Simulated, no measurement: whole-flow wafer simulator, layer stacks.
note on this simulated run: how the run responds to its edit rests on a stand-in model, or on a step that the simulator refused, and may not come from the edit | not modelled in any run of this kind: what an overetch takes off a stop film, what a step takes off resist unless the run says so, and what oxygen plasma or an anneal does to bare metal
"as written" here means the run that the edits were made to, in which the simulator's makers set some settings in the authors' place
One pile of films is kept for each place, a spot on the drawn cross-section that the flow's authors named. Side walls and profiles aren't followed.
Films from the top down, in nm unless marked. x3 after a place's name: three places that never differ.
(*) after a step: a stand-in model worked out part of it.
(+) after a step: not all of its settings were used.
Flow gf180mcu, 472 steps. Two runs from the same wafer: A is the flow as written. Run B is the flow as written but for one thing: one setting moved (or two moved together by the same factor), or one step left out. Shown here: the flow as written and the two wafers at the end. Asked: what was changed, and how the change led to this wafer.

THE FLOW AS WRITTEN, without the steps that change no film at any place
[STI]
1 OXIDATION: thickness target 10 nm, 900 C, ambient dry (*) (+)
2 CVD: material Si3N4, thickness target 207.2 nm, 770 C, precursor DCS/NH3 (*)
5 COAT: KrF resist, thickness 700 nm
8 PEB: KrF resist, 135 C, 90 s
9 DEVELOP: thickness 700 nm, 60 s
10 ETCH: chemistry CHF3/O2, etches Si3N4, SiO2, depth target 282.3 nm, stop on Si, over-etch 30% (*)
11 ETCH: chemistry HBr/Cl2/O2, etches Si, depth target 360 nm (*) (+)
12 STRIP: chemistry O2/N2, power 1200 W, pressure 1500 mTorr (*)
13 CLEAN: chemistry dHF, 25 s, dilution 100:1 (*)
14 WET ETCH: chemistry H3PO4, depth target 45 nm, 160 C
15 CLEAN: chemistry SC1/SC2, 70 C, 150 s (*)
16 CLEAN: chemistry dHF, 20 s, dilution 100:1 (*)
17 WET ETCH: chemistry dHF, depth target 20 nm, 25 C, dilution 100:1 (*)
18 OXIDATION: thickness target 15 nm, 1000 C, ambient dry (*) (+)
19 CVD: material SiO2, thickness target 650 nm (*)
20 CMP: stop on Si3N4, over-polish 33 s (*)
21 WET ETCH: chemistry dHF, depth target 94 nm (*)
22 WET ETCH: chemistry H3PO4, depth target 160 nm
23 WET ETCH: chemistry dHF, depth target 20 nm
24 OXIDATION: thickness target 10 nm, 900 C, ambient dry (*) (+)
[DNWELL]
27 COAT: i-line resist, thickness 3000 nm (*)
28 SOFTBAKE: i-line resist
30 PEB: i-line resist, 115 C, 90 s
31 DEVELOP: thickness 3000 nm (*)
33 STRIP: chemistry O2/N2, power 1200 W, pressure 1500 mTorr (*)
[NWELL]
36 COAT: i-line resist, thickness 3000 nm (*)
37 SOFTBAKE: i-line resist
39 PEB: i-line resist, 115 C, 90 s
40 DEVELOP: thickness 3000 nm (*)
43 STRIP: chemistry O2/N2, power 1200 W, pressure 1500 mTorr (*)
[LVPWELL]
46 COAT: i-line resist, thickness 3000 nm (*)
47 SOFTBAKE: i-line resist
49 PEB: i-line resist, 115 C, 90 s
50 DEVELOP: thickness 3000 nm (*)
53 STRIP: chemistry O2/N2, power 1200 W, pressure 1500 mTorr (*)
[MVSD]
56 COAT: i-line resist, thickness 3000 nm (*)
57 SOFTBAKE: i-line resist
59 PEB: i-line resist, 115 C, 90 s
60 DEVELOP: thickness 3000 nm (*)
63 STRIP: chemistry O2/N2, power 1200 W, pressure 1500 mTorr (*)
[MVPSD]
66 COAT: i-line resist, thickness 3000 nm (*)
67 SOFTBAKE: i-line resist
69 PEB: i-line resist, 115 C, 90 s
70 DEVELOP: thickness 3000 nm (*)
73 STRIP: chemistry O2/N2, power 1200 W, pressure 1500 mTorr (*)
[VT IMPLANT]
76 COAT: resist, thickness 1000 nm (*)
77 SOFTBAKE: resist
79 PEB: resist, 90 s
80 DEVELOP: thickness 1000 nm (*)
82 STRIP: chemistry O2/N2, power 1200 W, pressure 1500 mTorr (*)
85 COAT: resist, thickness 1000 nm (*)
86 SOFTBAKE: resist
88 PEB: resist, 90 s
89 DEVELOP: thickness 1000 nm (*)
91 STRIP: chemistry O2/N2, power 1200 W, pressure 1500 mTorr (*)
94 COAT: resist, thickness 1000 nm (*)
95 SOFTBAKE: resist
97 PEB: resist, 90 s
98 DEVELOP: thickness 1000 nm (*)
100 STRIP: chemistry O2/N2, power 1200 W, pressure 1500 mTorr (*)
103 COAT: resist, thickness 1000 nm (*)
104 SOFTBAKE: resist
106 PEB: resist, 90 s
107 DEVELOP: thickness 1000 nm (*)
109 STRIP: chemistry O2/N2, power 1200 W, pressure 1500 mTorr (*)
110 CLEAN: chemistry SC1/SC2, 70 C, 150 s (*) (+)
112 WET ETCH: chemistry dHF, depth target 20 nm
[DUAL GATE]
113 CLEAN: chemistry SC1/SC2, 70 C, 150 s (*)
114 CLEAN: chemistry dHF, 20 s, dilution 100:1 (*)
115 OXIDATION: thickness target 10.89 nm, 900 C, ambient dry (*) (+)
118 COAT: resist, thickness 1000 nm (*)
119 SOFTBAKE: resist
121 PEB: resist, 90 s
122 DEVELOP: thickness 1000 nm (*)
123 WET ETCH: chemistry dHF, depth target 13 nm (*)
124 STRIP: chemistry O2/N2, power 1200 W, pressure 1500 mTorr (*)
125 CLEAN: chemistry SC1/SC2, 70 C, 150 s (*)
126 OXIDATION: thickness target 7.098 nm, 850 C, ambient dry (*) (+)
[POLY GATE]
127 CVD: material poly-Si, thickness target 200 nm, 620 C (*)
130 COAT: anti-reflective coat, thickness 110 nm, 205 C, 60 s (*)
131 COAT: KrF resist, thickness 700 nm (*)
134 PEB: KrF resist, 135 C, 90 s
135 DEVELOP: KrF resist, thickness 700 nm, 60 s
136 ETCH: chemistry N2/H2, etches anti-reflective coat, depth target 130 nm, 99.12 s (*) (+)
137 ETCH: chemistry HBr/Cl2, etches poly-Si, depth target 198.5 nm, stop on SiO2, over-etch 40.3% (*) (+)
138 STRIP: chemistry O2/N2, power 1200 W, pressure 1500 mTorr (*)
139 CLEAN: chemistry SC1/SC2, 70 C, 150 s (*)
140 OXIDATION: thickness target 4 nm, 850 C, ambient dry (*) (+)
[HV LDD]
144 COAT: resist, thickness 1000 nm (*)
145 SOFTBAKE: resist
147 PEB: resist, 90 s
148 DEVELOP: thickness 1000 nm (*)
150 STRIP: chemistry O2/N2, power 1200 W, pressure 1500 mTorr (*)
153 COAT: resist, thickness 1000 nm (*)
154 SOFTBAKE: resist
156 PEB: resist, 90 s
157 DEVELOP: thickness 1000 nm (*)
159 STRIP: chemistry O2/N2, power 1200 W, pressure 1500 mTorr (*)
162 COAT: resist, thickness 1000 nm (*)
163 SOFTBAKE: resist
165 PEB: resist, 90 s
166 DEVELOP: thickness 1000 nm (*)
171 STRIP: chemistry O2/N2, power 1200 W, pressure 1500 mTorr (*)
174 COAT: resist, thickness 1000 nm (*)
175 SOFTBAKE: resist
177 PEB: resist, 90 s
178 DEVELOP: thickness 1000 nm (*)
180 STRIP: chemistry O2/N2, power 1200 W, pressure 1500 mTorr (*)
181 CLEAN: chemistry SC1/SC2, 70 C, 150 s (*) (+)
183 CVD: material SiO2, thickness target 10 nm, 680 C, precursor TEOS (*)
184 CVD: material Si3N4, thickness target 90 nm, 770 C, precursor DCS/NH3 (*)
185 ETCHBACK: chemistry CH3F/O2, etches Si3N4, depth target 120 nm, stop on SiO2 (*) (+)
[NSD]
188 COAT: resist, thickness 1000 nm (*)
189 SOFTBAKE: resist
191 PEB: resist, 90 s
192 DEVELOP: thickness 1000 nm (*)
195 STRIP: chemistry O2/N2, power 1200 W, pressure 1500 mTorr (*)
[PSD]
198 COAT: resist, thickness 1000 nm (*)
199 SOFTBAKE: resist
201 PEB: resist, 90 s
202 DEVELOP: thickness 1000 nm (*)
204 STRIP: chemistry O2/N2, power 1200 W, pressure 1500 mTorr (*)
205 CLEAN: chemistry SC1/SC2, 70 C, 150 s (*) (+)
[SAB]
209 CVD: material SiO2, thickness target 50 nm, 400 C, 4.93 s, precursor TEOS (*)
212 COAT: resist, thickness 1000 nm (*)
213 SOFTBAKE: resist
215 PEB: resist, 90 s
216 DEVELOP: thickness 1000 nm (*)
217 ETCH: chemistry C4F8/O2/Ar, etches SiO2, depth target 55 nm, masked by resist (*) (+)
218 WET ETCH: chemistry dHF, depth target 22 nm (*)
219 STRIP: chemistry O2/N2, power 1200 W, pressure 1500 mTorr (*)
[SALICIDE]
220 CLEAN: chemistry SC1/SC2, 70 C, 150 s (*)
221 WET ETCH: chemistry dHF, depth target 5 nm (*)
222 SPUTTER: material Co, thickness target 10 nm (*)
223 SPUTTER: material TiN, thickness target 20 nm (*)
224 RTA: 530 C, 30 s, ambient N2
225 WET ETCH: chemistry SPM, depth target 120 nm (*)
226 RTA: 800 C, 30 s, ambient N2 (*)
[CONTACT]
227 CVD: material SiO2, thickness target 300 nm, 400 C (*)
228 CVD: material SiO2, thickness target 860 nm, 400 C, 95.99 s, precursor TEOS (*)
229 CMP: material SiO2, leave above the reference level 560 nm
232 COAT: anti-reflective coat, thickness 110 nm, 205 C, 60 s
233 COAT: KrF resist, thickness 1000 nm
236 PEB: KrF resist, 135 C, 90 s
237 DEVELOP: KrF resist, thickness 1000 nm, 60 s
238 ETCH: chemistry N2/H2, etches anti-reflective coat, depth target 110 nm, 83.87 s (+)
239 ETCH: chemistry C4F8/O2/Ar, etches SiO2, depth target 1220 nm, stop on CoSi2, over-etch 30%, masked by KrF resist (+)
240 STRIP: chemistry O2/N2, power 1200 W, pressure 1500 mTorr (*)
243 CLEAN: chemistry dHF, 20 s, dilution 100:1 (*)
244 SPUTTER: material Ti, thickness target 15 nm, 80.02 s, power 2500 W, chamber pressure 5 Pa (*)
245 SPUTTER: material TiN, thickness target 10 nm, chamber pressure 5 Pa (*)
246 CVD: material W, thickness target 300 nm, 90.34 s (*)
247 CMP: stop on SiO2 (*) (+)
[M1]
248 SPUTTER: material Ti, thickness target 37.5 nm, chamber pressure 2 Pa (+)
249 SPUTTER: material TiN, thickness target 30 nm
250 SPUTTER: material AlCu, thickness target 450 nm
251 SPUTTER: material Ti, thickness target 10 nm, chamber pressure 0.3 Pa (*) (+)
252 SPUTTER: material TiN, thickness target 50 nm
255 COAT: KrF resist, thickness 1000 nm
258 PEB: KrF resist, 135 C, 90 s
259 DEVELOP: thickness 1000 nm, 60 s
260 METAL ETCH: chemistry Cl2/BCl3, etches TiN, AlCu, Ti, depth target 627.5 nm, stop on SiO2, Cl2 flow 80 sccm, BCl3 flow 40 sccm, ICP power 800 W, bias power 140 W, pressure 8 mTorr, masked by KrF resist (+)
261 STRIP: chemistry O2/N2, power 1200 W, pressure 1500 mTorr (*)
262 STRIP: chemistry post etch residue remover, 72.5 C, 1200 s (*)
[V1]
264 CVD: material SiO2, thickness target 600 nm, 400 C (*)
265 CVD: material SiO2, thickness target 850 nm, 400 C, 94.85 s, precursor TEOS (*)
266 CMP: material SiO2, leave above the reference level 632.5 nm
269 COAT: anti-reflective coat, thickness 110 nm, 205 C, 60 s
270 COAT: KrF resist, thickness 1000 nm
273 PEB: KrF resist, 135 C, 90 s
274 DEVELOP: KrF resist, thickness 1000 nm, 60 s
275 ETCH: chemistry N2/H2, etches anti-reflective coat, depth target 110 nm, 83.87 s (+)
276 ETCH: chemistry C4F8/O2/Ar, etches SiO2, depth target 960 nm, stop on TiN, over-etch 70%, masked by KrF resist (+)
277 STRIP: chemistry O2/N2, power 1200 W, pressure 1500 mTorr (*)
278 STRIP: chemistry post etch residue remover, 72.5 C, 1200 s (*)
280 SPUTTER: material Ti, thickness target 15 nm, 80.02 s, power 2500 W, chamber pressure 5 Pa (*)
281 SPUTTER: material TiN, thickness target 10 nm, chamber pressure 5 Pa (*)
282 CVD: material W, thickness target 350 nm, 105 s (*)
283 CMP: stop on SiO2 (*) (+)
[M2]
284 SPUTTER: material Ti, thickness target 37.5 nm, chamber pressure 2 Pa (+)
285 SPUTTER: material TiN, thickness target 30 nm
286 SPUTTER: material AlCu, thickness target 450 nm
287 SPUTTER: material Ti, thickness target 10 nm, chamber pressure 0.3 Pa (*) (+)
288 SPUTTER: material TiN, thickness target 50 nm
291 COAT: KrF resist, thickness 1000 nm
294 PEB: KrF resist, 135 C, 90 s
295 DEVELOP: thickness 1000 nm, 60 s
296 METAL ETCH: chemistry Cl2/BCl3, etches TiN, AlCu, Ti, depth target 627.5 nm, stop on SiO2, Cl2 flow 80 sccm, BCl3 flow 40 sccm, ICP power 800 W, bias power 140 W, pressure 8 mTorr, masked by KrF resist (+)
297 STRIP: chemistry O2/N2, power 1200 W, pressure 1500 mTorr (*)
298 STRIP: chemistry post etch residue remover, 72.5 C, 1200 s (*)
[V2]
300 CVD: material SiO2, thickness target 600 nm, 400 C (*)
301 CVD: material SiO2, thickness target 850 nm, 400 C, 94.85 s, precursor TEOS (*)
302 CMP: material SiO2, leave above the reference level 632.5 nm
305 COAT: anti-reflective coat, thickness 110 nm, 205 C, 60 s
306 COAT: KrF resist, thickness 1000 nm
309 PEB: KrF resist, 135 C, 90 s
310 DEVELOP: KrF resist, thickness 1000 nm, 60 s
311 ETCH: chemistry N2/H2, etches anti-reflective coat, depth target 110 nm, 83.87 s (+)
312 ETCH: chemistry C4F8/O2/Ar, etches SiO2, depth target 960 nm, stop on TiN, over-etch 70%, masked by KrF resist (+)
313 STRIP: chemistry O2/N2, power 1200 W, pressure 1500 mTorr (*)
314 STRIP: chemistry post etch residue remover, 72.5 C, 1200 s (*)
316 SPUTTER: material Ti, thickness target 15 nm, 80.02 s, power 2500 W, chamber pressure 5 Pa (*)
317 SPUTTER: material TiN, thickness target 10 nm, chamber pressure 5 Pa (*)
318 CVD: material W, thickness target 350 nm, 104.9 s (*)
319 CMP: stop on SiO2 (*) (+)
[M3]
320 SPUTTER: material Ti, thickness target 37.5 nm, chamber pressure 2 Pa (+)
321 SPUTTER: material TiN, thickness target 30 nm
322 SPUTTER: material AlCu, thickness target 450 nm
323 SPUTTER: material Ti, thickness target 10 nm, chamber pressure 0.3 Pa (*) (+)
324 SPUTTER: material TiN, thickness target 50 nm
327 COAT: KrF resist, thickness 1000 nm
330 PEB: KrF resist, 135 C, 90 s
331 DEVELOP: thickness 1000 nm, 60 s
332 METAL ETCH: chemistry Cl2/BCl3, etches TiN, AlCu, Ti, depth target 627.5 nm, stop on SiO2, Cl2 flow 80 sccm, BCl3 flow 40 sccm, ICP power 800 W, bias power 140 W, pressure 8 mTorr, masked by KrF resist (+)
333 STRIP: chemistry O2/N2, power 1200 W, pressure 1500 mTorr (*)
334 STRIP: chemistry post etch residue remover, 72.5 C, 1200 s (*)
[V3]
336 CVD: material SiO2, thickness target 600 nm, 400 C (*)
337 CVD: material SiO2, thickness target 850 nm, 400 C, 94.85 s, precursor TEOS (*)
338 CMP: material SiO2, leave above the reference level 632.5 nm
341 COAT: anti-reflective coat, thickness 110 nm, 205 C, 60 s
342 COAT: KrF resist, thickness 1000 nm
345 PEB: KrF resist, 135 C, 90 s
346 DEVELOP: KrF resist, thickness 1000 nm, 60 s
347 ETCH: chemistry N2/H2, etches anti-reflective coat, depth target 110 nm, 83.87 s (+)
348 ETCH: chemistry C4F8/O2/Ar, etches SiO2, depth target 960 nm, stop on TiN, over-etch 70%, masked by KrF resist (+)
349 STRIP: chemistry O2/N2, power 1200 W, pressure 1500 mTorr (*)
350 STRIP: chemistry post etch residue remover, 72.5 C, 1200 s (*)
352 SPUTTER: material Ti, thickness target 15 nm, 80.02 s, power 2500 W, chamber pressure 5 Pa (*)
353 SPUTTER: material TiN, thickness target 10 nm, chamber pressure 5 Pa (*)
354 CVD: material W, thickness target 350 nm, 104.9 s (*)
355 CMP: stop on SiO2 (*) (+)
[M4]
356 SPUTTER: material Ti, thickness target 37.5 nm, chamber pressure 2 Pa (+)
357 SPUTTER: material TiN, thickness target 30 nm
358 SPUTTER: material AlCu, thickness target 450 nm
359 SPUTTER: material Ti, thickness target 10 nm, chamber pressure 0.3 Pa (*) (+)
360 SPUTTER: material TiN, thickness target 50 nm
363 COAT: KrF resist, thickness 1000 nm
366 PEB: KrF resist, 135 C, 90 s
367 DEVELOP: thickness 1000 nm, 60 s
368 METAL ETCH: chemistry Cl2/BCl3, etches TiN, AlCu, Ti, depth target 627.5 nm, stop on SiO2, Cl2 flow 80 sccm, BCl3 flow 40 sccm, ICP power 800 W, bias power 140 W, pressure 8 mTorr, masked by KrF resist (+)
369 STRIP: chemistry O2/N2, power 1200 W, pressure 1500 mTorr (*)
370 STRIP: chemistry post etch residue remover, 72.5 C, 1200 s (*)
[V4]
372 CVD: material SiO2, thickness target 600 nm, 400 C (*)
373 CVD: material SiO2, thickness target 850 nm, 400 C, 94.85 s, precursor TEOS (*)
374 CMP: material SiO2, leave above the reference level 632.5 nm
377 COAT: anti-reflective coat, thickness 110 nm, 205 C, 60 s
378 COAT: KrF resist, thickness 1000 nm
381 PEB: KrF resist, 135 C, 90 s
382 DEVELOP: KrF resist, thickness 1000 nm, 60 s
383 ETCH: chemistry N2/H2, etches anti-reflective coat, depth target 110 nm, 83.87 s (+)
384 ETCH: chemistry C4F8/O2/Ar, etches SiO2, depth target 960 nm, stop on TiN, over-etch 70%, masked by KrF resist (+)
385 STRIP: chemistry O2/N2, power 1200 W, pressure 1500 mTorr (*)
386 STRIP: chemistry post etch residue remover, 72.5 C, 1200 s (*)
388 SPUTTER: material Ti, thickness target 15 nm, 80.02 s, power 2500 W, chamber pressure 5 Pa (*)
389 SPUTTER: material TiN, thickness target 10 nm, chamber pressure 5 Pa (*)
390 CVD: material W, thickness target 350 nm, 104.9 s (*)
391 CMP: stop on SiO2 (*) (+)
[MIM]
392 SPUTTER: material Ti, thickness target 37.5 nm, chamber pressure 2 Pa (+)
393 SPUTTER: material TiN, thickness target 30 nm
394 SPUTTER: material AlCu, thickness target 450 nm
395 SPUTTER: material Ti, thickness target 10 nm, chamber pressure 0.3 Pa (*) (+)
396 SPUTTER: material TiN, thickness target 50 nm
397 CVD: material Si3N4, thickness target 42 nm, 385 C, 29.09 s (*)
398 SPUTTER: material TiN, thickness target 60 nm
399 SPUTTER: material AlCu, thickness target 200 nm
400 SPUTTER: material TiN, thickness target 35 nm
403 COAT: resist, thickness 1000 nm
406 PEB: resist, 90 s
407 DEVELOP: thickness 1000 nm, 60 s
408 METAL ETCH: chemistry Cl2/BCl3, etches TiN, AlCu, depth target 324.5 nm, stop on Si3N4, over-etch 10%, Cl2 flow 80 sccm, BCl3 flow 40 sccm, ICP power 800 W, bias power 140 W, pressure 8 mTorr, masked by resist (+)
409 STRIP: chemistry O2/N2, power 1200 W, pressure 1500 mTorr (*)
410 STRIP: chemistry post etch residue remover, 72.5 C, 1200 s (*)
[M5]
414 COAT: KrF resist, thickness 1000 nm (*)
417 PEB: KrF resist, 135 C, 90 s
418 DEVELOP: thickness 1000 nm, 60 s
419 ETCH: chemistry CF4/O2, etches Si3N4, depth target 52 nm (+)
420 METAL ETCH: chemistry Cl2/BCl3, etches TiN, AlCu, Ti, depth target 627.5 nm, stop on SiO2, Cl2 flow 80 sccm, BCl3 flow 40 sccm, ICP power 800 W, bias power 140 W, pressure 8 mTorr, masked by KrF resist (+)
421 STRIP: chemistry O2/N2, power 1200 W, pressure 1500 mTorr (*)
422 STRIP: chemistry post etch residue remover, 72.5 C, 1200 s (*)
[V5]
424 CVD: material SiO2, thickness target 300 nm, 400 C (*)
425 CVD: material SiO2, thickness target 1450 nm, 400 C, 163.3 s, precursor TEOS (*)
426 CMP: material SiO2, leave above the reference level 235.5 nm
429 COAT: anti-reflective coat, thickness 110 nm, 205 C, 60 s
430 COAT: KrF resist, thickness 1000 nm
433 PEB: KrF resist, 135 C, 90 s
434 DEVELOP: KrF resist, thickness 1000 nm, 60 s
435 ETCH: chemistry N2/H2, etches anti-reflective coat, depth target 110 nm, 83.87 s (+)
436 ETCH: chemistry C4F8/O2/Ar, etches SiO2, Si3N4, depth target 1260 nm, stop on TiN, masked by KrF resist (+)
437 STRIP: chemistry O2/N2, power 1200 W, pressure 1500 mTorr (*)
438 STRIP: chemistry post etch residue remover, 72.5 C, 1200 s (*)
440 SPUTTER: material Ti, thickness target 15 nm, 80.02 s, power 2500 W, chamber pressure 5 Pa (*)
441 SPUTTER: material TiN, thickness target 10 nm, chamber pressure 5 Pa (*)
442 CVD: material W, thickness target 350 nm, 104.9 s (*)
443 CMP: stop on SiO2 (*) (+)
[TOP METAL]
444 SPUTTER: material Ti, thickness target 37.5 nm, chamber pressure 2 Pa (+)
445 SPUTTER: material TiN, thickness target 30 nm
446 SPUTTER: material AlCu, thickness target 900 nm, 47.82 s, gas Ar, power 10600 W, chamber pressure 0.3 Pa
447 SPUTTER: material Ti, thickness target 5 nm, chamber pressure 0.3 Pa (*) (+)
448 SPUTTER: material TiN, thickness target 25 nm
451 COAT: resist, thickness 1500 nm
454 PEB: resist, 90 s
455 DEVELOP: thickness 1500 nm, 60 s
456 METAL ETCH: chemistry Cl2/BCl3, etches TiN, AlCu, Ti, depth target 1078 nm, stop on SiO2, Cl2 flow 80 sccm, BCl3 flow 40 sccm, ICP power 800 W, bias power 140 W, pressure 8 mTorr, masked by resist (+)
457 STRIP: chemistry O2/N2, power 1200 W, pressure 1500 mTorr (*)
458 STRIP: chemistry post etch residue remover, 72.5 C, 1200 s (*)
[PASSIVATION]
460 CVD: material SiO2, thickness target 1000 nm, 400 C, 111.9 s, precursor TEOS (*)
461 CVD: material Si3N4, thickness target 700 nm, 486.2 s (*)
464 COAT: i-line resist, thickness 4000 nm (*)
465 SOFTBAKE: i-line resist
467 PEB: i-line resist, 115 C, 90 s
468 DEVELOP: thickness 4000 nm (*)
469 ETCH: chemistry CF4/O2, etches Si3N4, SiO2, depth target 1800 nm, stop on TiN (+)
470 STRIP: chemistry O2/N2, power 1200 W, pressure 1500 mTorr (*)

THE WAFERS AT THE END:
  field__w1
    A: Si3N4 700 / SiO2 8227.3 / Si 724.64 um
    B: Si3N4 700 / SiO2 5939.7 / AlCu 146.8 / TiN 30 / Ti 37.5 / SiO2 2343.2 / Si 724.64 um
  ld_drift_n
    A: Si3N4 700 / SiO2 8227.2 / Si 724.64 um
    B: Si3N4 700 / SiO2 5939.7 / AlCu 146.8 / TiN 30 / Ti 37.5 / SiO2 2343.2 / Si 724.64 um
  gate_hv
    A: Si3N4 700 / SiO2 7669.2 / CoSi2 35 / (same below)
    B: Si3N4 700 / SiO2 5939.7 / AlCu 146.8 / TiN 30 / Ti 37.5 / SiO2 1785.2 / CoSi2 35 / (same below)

The cause: step 286, SPUTTER: thickness target 720 nm was run, where the flow has thickness target 450 nm.

How the change led to this, step by step:
  286 SPUTTER: material AlCu, thickness target 450 nm
      field, field__w1, field__w2 and 108 more: A AlCu +450 (new film) | B AlCu +720 (new film)
  296 METAL ETCH: chemistry Cl2/BCl3, etches TiN, AlCu, Ti, depth target 627.5 nm, stop on SiO2, Cl2 flow 80 sccm, BCl3 flow 40 sccm, ICP power 800 W, bias power 140 W, pressure 8 mTorr, masked by KrF resist (+)
      field, field__w1, field__w2 and 103 more: A TiN -50 (all of it), Ti -10 (all of it), AlCu -450 (all of it), TiN -30 (all of it), Ti -37.5 (all of it) | B TiN -50 (all of it), Ti -10 (all of it), AlCu -567.5
  298 STRIP: chemistry post etch residue remover, 72.5 C, 1200 s (*)
      field, field__w1, field__w2 and 103 more: A nothing | B AlCu -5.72
  300 CVD: material SiO2, thickness target 600 nm, 400 C (*)
      field, field__w1, field__w2 and 103 more: A SiO2 +600 | B SiO2 +600 (new film)
  302 CMP: material SiO2, leave above the reference level 632.5 nm
      field, field__w1, field__w2 and 103 more: A SiO2 -300 | B SiO2 -244.3
Counting metal films that touch as one body, field__w1 has 1 body; the flow as written gives 0 bodies.
Counting metal films that touch as one body, ld_drift_n has 1 body; the flow as written gives 0 bodies.
Counting metal films that touch as one body, gate_hv has 2 bodies (between them, from the top down: SiO2 1785.2); the flow as written gives 1 body.
